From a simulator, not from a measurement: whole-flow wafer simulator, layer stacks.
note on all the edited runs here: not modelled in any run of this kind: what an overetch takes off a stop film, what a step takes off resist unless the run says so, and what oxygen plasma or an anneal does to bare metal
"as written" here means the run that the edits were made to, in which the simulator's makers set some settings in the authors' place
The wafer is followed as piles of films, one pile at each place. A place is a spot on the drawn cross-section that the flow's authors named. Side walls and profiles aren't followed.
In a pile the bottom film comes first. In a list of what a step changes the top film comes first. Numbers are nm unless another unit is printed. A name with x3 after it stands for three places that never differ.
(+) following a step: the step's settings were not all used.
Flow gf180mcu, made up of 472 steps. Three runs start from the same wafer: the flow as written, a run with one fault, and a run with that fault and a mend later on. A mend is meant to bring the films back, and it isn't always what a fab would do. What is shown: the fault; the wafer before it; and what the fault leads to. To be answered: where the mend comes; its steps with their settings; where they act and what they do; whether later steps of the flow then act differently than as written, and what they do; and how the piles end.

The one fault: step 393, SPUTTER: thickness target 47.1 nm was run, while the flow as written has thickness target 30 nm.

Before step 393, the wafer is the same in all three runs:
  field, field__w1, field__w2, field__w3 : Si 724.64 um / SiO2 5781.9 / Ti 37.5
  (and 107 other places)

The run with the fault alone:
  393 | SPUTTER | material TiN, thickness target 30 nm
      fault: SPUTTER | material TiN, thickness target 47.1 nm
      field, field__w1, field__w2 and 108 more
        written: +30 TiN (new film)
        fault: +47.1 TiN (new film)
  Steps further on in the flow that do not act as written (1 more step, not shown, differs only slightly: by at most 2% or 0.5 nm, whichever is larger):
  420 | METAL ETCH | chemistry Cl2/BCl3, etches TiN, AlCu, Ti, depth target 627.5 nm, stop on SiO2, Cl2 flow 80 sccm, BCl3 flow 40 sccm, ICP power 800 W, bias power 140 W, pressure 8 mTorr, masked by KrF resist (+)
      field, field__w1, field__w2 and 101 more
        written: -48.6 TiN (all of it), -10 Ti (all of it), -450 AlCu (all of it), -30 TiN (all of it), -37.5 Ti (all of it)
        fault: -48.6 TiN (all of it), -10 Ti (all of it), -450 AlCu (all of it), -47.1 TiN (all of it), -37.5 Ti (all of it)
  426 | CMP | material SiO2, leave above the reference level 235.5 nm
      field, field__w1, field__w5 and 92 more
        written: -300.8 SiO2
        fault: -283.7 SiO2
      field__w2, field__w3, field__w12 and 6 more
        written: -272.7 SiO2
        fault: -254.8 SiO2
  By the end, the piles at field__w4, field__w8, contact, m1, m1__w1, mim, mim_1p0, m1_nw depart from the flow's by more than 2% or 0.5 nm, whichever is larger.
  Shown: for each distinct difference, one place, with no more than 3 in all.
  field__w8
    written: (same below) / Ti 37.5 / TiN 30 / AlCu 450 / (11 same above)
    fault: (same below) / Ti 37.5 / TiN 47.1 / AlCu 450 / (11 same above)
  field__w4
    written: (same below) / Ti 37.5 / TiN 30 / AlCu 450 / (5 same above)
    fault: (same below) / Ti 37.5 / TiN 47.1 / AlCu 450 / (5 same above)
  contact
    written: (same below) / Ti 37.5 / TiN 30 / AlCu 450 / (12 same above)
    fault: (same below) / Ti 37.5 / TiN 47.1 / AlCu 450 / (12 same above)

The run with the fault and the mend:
  The mend stands after step 393.
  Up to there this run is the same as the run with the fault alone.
  393a | METAL ETCH | chemistry Cl2/BCl3, etches TiN, AlCu, Ti, depth target 17.1 nm, Cl2 flow 80 sccm, BCl3 flow 40 sccm, ICP power 800 W, bias power 140 W, pressure 8 mTorr (the flow's step 260, run once more with other settings)
      field, field__w1, field__w2 and 108 more
        -17.1 TiN
  Every later step of the flow that is run acts as written at every place that is followed.
  At every place that both follow, the piles at the end match the flow's.
